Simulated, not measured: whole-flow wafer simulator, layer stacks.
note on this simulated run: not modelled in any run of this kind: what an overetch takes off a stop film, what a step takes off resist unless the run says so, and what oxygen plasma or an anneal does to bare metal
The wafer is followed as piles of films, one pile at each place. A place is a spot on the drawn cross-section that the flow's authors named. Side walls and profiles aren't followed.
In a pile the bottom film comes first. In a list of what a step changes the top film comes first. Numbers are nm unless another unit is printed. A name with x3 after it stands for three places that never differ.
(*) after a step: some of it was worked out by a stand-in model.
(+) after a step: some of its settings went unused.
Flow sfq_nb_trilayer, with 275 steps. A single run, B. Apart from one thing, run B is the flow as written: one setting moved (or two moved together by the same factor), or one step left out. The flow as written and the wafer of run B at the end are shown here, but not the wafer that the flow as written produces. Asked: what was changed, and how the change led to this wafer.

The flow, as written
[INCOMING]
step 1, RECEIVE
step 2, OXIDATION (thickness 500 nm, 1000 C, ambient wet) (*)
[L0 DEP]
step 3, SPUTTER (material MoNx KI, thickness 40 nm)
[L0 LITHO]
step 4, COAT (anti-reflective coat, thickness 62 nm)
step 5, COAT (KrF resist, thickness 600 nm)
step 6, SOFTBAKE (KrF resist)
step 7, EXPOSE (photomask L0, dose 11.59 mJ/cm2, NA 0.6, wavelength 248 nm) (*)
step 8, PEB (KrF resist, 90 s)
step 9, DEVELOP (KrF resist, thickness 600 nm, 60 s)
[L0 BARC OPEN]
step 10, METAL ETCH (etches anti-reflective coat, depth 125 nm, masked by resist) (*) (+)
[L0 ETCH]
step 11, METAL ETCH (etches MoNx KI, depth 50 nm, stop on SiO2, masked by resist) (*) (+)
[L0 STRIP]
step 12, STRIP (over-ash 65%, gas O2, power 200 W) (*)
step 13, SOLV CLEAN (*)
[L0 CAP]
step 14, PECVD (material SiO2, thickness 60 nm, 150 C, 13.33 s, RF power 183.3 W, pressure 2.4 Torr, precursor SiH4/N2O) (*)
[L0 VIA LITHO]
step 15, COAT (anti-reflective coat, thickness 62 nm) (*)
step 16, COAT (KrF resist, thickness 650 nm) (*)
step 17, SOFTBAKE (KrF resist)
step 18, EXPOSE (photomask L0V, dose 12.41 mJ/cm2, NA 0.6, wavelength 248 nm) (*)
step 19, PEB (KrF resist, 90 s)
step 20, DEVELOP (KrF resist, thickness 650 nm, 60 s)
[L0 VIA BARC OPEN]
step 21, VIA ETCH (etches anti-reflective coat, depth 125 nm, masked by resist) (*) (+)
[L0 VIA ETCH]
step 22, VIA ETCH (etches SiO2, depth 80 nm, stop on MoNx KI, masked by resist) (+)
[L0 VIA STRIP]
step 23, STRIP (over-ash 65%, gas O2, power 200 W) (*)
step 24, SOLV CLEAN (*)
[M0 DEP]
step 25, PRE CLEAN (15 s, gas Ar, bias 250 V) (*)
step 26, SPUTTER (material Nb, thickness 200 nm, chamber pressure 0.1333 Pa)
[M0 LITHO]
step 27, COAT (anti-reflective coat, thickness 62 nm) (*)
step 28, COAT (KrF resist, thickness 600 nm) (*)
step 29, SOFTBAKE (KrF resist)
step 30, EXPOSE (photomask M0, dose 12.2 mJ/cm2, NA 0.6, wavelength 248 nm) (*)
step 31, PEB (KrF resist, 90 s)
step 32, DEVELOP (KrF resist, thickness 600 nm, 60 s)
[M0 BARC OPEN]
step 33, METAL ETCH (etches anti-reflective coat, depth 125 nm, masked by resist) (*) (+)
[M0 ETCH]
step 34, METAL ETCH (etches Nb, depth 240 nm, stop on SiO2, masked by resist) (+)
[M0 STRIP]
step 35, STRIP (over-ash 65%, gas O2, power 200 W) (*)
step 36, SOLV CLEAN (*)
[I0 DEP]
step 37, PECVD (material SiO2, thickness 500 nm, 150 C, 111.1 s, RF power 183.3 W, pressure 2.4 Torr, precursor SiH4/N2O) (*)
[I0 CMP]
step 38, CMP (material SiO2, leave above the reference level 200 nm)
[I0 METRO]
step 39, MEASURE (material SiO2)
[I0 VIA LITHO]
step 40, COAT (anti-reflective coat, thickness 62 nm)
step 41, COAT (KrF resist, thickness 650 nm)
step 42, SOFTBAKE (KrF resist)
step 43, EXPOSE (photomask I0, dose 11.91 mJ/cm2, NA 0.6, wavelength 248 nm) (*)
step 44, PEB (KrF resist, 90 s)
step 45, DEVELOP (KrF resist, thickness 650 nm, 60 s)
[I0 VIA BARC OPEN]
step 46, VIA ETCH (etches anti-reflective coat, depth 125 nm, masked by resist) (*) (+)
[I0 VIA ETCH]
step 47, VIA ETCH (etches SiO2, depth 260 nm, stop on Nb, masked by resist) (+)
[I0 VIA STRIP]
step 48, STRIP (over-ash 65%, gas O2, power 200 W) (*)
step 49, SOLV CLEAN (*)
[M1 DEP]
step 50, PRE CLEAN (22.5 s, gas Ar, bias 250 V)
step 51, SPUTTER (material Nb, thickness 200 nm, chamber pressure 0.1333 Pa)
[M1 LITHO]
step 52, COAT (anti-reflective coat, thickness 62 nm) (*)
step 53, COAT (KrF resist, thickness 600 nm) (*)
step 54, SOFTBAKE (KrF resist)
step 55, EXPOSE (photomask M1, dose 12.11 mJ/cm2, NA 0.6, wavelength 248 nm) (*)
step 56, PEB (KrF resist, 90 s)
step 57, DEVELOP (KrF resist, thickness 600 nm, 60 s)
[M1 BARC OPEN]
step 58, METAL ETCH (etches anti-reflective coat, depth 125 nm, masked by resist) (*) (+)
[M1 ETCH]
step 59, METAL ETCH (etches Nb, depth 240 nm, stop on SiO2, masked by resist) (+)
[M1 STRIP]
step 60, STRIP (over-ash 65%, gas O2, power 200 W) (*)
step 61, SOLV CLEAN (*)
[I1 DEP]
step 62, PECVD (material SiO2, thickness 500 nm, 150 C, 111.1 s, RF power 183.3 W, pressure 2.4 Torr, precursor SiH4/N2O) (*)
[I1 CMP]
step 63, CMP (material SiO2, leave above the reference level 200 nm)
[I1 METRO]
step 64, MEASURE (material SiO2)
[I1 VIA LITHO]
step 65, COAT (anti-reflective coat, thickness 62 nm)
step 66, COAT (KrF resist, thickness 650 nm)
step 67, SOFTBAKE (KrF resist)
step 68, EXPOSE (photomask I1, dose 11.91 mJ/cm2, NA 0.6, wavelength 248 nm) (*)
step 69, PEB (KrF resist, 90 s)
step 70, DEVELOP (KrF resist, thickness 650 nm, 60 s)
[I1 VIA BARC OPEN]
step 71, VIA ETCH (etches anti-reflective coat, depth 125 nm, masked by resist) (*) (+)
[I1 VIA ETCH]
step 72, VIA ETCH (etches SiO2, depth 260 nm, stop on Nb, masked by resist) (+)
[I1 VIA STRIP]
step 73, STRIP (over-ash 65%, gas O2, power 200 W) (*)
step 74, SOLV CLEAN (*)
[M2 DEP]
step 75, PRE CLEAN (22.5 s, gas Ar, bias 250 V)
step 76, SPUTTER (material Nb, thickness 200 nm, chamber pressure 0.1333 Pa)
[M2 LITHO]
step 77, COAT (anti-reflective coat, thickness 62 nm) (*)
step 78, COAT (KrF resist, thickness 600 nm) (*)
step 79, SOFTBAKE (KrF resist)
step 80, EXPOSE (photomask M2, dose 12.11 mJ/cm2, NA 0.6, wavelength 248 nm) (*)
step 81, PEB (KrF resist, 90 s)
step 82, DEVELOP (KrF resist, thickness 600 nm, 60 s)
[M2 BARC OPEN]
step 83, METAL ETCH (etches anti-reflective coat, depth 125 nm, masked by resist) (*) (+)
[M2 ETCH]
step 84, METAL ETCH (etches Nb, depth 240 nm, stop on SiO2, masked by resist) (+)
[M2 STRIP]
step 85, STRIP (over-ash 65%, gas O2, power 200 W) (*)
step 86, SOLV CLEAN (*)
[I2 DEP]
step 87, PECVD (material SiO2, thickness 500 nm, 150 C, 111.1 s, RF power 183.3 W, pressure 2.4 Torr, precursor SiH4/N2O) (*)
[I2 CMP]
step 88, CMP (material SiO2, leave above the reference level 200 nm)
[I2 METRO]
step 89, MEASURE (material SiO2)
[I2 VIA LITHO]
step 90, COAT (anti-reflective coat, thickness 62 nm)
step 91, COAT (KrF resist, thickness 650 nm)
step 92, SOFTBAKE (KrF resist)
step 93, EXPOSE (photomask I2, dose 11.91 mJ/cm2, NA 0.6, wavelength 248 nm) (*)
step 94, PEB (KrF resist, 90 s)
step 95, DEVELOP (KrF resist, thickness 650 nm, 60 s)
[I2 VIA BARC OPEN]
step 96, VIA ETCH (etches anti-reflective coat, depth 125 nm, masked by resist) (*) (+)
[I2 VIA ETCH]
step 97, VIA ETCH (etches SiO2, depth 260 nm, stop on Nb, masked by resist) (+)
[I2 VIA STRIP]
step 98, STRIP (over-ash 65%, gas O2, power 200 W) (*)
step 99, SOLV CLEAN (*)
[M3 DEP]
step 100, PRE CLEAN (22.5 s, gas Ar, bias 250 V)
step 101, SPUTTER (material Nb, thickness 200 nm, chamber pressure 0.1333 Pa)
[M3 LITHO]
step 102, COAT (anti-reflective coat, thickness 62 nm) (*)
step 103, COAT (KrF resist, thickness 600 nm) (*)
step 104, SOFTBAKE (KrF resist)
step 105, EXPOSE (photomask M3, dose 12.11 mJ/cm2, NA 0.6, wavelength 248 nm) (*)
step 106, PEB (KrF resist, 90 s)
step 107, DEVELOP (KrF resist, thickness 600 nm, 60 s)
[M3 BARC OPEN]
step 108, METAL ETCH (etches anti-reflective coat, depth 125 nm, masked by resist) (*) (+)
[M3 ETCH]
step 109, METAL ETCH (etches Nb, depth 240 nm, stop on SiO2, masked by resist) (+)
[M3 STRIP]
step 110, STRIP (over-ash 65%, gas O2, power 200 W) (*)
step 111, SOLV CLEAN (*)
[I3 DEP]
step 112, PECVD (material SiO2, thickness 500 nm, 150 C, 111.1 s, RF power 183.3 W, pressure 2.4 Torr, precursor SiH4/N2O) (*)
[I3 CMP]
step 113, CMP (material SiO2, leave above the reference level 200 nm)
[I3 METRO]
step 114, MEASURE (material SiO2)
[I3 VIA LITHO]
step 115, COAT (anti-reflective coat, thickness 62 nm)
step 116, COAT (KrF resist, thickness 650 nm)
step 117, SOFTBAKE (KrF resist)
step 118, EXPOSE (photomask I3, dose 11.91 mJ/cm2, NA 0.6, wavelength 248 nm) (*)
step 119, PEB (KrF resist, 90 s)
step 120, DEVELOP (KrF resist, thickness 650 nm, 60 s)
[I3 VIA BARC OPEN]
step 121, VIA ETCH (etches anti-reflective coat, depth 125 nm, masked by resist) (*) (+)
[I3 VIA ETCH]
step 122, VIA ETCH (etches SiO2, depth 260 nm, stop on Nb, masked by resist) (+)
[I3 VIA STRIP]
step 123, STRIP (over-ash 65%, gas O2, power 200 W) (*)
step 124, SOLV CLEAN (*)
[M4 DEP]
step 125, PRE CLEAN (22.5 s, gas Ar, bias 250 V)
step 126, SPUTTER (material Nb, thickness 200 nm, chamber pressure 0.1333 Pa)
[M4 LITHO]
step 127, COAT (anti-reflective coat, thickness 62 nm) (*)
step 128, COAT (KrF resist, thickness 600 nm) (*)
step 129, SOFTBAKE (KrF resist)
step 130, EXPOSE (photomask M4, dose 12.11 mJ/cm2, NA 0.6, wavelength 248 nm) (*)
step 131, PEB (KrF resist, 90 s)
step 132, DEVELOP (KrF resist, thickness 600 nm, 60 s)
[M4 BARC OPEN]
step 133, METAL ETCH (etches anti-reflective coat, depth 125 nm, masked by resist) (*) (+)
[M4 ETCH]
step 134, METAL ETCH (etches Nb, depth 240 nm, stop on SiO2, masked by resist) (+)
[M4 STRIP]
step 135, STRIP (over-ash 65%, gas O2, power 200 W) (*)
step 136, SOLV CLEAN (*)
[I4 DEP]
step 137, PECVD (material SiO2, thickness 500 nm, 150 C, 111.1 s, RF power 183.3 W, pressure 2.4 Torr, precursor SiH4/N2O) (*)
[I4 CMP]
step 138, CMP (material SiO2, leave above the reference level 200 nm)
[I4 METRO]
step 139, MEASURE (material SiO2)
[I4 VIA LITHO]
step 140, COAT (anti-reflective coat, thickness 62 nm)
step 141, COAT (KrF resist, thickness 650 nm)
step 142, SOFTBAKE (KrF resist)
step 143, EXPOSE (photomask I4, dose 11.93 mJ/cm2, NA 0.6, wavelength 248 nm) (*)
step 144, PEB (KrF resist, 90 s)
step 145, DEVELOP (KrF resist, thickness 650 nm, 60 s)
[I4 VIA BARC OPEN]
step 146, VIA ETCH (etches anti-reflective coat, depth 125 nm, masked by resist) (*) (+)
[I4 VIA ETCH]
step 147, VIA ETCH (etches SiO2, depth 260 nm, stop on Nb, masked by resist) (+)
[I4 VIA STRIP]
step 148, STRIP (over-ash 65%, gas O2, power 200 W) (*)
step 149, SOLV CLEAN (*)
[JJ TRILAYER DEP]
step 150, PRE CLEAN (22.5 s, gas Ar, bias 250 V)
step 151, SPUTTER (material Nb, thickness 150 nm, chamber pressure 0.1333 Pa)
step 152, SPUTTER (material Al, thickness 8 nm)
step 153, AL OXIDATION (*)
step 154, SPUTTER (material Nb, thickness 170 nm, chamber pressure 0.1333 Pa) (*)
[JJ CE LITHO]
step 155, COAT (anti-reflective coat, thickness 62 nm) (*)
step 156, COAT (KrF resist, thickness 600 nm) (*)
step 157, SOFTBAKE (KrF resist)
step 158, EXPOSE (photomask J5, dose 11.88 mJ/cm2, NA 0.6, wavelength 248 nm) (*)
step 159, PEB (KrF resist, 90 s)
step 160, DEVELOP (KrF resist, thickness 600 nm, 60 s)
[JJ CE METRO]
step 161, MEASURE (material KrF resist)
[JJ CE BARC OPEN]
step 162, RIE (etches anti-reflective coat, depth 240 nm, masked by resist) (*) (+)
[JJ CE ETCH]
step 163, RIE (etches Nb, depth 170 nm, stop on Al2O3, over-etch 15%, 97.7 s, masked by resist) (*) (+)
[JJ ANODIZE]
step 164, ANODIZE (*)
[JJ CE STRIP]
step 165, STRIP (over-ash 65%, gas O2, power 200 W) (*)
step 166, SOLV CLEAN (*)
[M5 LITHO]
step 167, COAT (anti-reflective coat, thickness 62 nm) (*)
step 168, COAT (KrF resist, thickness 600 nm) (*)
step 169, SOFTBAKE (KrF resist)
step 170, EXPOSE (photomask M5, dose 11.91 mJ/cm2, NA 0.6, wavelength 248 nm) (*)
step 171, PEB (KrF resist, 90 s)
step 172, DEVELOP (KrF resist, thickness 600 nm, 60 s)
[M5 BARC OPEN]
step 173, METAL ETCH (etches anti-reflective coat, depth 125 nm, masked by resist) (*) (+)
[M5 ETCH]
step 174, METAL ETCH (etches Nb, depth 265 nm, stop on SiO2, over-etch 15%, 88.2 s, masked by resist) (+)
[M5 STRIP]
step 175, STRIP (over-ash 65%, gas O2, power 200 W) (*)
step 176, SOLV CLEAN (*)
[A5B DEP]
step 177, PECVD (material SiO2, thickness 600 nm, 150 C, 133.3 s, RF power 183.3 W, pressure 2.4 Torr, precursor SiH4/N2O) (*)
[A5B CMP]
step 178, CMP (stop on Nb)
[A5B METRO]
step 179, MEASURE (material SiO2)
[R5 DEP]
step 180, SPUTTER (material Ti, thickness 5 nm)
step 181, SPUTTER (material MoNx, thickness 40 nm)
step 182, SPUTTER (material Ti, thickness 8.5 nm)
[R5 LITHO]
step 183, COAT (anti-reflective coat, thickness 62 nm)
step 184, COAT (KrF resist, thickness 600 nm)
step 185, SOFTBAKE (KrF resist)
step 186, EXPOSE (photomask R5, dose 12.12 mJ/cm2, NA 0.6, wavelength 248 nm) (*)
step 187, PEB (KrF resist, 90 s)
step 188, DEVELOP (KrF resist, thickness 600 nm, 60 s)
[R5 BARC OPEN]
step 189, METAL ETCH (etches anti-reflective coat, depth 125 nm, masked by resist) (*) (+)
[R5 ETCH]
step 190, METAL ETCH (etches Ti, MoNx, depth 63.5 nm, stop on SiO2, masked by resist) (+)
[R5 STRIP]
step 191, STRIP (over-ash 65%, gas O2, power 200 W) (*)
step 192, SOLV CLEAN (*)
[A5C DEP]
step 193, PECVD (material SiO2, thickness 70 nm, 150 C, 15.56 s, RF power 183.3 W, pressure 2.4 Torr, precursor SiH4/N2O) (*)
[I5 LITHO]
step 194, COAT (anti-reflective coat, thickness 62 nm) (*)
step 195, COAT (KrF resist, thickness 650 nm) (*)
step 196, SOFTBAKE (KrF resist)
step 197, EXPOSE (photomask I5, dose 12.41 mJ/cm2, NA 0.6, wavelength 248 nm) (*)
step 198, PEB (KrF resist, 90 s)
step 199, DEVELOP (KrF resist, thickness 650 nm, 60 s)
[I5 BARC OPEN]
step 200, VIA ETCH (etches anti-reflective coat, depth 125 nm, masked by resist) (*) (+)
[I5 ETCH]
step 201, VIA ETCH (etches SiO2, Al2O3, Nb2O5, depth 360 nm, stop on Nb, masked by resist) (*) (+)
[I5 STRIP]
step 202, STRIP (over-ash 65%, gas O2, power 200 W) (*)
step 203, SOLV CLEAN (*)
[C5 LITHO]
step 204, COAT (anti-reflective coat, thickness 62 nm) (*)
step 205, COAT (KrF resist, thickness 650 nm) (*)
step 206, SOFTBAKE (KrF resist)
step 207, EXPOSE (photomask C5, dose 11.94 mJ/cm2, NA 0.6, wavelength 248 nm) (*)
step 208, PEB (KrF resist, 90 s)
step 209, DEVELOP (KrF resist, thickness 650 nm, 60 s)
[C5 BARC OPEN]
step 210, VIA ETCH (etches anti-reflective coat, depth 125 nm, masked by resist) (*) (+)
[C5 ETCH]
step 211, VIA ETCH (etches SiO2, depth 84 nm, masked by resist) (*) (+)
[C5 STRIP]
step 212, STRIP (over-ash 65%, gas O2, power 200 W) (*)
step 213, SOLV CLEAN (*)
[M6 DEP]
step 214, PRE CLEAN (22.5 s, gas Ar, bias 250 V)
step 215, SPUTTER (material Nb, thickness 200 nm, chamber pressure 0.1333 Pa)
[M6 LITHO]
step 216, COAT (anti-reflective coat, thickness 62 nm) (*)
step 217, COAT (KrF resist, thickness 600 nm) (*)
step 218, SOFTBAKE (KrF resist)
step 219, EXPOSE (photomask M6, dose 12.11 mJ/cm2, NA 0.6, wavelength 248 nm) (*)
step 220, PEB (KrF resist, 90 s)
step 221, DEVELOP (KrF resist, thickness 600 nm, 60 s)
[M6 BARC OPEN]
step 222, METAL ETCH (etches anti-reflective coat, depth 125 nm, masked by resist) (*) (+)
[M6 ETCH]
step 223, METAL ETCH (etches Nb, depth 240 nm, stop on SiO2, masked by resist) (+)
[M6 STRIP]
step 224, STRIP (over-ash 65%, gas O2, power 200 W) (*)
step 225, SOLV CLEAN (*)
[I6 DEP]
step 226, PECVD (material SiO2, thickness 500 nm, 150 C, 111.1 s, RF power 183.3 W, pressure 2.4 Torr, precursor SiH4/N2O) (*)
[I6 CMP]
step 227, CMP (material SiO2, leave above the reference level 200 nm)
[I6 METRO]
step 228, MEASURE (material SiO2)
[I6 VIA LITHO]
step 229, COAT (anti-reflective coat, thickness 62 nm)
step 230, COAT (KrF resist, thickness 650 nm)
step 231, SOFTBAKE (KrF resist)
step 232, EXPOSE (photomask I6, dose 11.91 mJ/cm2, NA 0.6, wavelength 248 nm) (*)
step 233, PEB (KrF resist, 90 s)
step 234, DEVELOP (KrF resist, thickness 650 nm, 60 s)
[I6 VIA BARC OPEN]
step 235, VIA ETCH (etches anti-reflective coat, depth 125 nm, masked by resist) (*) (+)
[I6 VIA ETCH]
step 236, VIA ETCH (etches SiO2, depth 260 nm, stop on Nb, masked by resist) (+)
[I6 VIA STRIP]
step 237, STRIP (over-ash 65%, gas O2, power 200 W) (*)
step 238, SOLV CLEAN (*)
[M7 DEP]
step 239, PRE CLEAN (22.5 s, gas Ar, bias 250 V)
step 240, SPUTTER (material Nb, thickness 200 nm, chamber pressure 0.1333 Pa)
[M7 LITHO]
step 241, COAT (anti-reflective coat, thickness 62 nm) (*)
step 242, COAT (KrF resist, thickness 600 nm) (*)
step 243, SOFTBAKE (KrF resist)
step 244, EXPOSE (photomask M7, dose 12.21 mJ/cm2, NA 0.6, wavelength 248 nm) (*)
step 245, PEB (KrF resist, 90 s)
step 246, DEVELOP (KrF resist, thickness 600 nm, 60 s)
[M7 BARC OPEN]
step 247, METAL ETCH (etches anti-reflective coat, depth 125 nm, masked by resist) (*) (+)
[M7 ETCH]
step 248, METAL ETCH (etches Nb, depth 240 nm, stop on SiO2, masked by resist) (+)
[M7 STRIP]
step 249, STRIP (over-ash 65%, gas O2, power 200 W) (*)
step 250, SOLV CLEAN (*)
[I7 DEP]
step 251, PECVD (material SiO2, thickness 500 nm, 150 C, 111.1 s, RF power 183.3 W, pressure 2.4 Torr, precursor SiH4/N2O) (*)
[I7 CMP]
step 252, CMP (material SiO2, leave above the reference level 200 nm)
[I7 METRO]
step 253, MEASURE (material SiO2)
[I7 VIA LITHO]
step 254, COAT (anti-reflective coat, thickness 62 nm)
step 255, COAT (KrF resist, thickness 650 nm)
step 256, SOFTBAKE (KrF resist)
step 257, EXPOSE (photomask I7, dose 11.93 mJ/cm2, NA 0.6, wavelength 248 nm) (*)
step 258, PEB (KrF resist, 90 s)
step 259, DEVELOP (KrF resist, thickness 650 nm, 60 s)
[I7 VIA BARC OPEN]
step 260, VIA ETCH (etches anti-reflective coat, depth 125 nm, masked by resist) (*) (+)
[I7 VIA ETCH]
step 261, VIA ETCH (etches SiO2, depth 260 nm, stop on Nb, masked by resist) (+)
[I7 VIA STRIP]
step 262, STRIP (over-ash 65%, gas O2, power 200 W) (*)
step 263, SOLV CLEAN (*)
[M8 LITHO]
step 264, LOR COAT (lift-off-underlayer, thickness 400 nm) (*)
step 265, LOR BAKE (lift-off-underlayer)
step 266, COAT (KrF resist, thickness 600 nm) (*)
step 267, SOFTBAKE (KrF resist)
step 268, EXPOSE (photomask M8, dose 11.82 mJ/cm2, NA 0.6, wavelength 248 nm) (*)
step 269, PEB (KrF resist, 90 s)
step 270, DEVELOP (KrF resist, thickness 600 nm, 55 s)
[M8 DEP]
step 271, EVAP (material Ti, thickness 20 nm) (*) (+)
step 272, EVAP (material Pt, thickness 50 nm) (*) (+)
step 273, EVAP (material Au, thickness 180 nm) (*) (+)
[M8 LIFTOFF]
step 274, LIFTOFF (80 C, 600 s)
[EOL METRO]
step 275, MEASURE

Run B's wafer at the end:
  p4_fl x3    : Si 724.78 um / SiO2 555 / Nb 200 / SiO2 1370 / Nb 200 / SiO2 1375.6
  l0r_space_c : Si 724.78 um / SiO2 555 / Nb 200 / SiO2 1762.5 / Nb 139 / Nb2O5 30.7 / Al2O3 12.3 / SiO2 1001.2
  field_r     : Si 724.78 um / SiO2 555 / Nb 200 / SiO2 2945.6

The reason: step 152, SPUTTER: thickness 7.76 nm was run, though the flow has thickness 8 nm.

Step by step, how the change led to this:
  step 164, ANODIZE (*)
      field_l, v_sur, via_sp and 96 more: Al2O3 gains 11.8, Nb2O5 gains 30.7 (new film), Al loses 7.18 (all of it), Nb loses 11 (as written it would have been: Al2O3 gains 12.2, Nb2O5 gains 29.9 (new film), Al loses 7.42 (all of it), Nb loses 10.8)
      via_w: Al2O3 gains 10.4 (new film), Nb2O5 gains 34 (new film), Al loses 6.33 (all of it), Nb loses 12.2 (as written it would have been: Al2O3 gains 10.8 (new film), Nb2O5 gains 33.3 (new film), Al loses 6.54 (all of it), Nb loses 12)
  step 174, METAL ETCH (etches Nb, depth 265 nm, stop on SiO2, over-etch 15%, 88.2 s, masked by resist) (+)
      field_l, r_sur, res and 50 more: Al2O3 loses 12.2 (all of it), Nb2O5 loses 30.7 (all of it), Nb loses 139 (all of it), SiO2 loses 12.3 (as written it would have been: Al2O3 loses 12.6 (all of it), Nb2O5 loses 29.9 (all of it), Nb loses 139.2 (all of it), SiO2 loses 12.3)
  step 201, VIA ETCH (etches SiO2, Al2O3, Nb2O5, depth 360 nm, stop on Nb, masked by resist) (*) (+)
      be: SiO2 loses 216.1 (all of it), Al2O3 loses 12.3 (all of it), Nb2O5 loses 30.7 (all of it) (as written it would have been: SiO2 loses 216.4 (all of it), Al2O3 loses 12.7 (all of it), Nb2O5 loses 29.9 (all of it))
